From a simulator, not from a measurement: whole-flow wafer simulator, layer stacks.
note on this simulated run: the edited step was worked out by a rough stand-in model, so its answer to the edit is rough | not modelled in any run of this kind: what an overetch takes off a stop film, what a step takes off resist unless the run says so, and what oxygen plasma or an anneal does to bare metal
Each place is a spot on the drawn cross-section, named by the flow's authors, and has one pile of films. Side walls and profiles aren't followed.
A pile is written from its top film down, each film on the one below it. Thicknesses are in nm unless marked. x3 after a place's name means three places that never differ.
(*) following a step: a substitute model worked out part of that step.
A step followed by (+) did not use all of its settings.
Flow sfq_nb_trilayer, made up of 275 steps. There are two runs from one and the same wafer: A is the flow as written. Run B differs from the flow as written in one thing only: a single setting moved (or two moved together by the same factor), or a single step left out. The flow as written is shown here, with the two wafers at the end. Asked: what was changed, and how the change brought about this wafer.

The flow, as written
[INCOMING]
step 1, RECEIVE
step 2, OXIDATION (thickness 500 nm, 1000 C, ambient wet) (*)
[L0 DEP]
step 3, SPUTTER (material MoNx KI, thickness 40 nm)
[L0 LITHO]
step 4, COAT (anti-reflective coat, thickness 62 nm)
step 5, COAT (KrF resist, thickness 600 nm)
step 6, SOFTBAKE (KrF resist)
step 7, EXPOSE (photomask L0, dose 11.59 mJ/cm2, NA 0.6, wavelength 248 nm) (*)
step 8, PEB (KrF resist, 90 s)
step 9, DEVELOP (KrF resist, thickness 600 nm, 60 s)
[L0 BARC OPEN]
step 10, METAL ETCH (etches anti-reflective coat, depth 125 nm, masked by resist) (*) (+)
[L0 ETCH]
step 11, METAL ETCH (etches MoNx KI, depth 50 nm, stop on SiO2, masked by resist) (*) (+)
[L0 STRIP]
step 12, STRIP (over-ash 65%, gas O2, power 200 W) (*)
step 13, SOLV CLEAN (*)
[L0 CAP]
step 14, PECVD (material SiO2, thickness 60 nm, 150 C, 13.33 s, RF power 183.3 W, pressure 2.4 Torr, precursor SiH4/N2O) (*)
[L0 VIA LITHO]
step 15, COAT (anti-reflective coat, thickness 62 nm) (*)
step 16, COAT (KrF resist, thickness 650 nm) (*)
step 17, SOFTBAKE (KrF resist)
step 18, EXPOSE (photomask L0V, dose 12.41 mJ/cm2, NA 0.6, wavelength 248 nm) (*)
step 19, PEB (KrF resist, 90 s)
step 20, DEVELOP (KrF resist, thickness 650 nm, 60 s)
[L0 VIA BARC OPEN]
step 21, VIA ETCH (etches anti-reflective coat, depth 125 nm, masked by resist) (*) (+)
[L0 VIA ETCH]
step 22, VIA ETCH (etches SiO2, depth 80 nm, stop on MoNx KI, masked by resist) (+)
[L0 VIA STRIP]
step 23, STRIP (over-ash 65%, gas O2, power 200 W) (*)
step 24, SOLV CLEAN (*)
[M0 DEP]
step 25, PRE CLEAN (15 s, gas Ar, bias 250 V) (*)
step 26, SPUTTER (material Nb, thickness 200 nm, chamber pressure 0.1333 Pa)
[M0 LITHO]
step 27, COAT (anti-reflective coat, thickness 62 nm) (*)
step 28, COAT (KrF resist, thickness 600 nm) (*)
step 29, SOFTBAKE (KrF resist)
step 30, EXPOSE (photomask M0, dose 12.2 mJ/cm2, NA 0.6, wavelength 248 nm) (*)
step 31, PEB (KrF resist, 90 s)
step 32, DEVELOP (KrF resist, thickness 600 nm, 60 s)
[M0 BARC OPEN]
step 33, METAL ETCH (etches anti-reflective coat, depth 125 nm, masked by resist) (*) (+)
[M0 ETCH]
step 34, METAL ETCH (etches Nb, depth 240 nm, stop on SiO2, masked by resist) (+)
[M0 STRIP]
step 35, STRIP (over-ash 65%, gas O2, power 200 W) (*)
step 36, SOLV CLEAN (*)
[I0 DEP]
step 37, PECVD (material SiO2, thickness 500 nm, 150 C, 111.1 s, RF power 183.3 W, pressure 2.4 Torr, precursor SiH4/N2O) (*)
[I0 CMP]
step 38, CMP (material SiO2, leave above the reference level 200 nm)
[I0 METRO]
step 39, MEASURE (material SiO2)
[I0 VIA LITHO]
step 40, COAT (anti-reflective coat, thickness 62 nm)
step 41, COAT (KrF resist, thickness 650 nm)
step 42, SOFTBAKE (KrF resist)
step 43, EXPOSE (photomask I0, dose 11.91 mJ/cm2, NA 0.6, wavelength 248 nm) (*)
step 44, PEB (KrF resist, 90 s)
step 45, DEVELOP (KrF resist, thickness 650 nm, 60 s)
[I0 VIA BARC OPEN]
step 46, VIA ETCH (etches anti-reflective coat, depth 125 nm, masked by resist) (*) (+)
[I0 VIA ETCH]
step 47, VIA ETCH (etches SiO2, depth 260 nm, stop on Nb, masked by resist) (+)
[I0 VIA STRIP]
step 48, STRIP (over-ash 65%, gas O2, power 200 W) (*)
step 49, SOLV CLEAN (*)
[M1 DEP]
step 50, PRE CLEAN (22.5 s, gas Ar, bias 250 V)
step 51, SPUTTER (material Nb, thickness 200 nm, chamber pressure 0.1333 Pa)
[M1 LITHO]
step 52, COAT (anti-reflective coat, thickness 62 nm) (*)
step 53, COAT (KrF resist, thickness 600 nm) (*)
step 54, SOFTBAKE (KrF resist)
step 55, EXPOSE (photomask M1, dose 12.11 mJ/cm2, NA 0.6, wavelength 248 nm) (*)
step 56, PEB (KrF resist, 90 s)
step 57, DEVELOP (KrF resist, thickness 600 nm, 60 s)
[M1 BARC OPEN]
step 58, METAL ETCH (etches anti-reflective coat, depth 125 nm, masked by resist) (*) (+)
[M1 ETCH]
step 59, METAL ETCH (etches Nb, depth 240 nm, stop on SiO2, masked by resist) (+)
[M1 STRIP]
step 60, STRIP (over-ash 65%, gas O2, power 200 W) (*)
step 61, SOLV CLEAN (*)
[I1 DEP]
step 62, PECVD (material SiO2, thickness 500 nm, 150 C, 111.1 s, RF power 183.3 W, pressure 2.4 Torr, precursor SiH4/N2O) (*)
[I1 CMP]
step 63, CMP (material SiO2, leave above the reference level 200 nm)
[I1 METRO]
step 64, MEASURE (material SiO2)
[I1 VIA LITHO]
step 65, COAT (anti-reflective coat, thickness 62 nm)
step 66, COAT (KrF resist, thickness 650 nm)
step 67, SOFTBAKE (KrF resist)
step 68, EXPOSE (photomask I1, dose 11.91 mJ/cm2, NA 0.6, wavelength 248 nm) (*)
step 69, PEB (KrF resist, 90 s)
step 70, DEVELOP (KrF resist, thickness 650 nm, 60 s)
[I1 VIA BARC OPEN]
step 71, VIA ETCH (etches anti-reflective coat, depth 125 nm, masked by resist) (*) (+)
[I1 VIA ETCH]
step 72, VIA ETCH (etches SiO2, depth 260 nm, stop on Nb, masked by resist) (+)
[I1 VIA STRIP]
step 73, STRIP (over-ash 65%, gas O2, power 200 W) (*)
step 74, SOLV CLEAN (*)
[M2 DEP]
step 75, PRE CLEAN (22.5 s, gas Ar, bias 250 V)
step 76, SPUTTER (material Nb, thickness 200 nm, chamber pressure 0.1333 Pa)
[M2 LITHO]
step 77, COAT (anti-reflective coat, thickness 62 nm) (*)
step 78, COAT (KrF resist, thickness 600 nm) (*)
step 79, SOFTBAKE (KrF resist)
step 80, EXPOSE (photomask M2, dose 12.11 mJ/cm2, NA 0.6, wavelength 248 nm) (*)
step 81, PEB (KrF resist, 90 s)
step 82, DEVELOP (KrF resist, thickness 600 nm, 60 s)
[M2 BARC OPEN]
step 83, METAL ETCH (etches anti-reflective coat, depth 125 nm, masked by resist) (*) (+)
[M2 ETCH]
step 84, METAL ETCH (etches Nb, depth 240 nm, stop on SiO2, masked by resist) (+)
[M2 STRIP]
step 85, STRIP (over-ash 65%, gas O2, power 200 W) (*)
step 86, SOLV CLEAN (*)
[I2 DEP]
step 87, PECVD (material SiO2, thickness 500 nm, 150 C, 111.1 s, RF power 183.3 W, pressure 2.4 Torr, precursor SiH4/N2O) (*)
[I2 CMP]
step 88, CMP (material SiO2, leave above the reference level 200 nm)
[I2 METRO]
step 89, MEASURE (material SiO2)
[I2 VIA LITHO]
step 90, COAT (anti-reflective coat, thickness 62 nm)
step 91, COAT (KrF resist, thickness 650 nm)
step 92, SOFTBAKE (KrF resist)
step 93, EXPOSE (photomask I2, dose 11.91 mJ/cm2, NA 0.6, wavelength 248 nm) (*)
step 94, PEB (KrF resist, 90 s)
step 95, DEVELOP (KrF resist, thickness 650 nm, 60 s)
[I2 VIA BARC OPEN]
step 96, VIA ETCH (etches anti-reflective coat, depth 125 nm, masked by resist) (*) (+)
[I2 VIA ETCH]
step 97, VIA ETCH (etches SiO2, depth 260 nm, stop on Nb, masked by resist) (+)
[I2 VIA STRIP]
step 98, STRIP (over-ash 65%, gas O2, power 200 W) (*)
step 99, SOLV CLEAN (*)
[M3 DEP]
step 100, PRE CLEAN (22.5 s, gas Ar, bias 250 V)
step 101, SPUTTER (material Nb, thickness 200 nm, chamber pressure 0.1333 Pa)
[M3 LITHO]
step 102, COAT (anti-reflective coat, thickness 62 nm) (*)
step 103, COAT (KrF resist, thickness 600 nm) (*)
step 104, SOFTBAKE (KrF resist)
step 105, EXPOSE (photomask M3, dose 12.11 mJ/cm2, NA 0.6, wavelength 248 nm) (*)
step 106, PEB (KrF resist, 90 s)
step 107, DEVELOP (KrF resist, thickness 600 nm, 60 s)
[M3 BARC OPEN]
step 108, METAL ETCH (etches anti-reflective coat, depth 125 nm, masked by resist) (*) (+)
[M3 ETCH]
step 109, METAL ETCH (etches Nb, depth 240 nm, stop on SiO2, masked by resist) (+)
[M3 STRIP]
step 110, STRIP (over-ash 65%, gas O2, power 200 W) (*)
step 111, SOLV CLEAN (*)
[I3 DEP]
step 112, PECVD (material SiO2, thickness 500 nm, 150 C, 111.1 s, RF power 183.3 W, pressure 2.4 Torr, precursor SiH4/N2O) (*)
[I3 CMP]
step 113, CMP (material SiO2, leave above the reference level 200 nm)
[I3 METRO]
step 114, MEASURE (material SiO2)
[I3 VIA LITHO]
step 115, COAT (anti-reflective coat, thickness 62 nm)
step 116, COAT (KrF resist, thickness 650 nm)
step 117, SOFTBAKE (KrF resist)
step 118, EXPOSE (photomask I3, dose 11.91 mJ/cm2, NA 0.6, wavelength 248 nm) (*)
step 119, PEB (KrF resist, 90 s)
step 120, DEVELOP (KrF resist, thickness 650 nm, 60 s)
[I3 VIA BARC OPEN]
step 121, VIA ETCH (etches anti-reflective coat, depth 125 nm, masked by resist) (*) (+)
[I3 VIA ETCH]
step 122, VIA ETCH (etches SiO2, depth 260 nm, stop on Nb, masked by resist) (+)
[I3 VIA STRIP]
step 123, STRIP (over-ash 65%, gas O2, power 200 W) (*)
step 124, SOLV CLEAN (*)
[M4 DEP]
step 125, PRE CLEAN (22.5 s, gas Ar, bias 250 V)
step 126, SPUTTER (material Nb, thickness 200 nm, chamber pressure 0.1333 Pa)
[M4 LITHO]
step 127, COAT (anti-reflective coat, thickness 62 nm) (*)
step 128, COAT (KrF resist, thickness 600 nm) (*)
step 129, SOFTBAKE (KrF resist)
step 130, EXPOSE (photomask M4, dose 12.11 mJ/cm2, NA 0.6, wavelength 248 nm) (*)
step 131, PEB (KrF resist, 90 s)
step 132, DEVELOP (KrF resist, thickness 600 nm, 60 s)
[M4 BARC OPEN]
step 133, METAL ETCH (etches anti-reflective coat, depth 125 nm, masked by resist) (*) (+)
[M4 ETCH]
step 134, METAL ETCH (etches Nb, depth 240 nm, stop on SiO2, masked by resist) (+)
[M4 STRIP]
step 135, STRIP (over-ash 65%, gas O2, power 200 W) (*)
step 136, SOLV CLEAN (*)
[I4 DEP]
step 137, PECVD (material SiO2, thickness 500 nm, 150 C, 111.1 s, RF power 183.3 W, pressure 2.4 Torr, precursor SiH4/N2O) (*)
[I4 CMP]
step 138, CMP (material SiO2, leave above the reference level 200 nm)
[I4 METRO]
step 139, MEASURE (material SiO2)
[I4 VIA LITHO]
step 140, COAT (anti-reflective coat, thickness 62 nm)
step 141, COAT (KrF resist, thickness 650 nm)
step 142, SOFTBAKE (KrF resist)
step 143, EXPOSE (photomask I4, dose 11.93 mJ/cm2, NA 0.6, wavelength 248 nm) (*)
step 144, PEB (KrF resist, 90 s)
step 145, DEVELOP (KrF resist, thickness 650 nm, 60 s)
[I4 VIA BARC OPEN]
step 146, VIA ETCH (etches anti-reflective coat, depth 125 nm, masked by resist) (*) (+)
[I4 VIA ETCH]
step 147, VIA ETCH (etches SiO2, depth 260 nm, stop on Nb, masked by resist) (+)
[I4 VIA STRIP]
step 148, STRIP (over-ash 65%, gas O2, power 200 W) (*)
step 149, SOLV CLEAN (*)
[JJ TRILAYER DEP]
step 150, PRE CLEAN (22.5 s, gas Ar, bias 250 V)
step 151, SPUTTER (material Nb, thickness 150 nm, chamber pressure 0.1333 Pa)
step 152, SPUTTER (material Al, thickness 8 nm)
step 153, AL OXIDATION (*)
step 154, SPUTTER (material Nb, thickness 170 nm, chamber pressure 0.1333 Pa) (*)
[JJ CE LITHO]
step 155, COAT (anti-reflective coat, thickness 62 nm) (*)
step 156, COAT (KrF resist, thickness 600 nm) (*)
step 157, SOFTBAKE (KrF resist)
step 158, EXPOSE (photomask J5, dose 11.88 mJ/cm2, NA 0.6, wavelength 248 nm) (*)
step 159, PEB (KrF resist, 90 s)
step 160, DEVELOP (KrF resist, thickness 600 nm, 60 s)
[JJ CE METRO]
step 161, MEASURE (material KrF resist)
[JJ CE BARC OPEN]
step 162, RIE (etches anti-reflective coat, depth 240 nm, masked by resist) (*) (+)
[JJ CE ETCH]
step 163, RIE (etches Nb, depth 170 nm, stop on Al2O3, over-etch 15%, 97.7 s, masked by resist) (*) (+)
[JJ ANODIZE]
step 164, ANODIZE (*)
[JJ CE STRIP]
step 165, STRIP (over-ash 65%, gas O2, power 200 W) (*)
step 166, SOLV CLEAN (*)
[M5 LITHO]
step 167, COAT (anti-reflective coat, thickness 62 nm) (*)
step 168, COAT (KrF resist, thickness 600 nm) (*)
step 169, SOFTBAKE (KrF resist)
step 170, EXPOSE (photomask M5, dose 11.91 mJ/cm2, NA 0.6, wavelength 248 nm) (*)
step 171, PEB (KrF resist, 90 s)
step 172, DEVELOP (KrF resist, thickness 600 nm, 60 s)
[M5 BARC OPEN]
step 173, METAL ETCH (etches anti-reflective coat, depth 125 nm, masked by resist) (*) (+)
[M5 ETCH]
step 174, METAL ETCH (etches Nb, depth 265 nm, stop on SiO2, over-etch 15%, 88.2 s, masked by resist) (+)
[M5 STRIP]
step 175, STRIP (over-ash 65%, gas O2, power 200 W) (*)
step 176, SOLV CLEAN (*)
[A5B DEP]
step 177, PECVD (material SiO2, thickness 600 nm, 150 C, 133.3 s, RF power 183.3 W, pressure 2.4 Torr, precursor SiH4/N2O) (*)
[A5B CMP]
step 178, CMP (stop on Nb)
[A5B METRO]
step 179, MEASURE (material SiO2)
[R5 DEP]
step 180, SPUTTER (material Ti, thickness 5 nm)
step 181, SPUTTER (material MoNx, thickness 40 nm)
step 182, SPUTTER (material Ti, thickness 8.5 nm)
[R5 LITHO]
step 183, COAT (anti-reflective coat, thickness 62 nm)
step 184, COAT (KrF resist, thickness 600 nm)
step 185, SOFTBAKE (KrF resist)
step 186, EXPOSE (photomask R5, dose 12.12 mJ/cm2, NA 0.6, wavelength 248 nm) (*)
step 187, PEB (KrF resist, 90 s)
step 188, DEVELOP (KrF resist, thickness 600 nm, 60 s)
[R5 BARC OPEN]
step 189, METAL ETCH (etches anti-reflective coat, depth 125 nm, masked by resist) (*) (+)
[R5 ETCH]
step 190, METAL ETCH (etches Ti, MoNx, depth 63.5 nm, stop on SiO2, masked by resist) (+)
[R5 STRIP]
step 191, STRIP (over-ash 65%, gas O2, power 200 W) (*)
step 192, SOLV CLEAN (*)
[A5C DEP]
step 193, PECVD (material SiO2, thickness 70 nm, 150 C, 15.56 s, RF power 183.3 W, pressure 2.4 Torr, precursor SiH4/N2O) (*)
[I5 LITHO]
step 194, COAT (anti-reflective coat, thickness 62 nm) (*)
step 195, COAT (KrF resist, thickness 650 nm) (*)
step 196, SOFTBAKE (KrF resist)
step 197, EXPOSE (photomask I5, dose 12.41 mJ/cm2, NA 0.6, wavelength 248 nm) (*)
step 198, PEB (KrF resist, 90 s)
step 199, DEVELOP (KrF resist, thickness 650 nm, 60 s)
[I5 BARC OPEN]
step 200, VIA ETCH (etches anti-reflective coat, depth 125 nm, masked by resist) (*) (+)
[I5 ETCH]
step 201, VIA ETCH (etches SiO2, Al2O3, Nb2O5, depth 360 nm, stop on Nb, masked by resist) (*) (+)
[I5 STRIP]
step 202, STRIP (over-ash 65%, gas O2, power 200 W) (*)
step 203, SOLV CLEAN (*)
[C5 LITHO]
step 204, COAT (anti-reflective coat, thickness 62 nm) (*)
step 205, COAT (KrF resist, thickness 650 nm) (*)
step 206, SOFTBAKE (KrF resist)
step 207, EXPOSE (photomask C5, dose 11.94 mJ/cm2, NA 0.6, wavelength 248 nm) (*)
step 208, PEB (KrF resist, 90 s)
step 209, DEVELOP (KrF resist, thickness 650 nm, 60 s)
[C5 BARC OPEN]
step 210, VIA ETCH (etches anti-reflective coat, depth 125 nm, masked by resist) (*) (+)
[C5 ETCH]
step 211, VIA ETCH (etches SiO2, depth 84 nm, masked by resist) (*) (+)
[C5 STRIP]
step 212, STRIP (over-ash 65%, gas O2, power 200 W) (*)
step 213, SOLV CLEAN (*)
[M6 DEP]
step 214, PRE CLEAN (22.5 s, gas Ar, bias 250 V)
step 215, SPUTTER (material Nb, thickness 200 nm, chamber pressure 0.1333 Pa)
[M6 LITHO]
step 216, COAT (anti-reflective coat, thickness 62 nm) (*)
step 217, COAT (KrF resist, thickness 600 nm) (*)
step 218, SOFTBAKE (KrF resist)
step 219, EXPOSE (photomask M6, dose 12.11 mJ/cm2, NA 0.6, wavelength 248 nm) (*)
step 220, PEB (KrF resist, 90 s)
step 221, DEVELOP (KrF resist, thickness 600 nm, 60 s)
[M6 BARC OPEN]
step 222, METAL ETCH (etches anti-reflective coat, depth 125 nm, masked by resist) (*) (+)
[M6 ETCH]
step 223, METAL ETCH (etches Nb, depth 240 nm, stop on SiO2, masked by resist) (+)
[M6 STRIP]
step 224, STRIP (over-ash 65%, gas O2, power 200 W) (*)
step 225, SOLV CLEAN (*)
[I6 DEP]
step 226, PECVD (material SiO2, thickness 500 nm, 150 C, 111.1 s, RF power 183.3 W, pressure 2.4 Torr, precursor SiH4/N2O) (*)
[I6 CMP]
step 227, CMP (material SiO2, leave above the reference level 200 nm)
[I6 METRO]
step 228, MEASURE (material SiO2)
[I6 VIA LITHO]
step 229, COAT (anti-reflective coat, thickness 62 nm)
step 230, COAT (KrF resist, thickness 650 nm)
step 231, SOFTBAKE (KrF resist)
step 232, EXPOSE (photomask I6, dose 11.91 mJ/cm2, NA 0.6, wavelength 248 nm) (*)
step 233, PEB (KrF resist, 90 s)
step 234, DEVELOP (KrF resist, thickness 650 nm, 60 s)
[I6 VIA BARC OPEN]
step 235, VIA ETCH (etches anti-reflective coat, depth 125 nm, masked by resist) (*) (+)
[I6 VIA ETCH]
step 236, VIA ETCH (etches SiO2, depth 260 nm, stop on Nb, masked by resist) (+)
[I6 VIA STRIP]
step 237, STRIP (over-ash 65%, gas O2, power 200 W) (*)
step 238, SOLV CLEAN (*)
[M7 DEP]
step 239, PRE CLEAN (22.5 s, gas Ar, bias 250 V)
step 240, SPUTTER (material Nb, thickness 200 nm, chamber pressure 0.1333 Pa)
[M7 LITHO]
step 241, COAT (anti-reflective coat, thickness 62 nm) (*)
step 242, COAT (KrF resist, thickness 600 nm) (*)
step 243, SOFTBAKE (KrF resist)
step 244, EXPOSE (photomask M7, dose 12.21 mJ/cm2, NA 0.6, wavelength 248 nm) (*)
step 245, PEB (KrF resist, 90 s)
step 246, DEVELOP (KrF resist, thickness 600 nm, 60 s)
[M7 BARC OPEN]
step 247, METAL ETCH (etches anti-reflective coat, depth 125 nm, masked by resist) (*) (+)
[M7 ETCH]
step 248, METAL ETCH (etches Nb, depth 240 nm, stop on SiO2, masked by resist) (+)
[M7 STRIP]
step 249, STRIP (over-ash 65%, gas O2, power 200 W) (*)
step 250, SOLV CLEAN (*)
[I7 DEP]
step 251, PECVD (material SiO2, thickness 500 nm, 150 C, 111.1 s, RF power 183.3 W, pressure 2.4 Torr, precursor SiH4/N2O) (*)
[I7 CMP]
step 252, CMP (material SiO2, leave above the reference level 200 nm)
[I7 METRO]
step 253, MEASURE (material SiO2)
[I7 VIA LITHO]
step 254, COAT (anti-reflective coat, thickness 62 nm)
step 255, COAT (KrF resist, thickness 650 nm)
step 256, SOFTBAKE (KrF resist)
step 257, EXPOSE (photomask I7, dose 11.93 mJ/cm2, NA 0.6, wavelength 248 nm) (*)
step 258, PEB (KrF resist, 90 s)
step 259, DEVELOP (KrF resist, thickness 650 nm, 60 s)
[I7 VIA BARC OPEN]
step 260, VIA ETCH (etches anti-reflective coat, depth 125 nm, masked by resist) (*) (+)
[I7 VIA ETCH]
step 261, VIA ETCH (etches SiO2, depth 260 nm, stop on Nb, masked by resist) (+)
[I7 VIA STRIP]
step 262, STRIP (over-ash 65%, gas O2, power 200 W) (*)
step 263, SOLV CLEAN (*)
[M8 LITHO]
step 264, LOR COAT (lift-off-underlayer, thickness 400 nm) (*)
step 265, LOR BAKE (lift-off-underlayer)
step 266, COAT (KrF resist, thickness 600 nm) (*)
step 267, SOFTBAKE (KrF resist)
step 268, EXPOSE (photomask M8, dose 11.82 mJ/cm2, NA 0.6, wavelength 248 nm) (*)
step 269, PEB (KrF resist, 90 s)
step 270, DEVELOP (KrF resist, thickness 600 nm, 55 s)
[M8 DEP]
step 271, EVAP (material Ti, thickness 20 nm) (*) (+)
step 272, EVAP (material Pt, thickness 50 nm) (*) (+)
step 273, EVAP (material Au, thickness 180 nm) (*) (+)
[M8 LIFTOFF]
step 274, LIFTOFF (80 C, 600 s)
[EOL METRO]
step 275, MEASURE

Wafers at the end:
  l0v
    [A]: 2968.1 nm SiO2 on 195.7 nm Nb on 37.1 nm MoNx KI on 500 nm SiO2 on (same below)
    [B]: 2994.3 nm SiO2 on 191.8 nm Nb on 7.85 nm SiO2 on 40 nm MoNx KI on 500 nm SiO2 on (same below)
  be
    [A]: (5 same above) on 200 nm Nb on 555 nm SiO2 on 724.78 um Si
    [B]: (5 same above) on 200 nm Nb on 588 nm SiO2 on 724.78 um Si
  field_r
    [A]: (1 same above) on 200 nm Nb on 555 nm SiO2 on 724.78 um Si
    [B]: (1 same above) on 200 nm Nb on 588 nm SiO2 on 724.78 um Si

Cause: step 14, PECVD: thickness 93 nm was run, while the flow as written has thickness 60 nm; step 14, PECVD: 20.67 s was run, where the flow has 13.33 s.

Step by step, how the change led to this:
  step 14, PECVD (material SiO2, thickness 60 nm, 150 C, 13.33 s, RF power 183.3 W, pressure 2.4 Torr, precursor SiH4/N2O) (*)
      v_sur, via_wl, via_w and 97 more: A +60 SiO2 | B +93 SiO2
      field_l, l0_sur, l0v, l0r_line_l, l0r_line_c, l0r_line_r: A +60 SiO2 (new film) | B +93 SiO2 (new film)
  step 22, VIA ETCH (etches SiO2, depth 80 nm, stop on MoNx KI, masked by resist) (+)
      l0v: A -59.8 SiO2 (all of it) | B -80 SiO2
  step 25, PRE CLEAN (15 s, gas Ar, bias 250 V) (*)
      l0v: A -2.91 MoNx KI | B -5 SiO2
  step 27, COAT (anti-reflective coat, thickness 62 nm) (*)
      l0_sur: A +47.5 anti-reflective coat (new film) | B +45.9 anti-reflective coat (new film)
      l0v: A +78 anti-reflective coat (new film) | B +83.5 anti-reflective coat (new film)
  step 28, COAT (KrF resist, thickness 600 nm) (*)
      l0v: A +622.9 KrF resist (new film) | B +637.9 KrF resist (new film)
  step 35, STRIP (over-ash 65%, gas O2, power 200 W) (*)
      l0_sur: A -372 KrF resist (all of it), -47.5 anti-reflective coat (all of it) | B -369.6 KrF resist (all of it), -45.9 anti-reflective coat (all of it)
      l0v: A -405.3 KrF resist (all of it), -78 anti-reflective coat (all of it) | B -420.2 KrF resist (all of it), -83.5 anti-reflective coat (all of it)
  step 38, CMP (material SiO2, leave above the reference level 200 nm)
      l0v: A -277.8 SiO2 | B -251.6 SiO2
If metal films that touch count as one body, l0v has 2 bodies (between them, from the top down: SiO2 7.85); the flow as written gives 1 body.
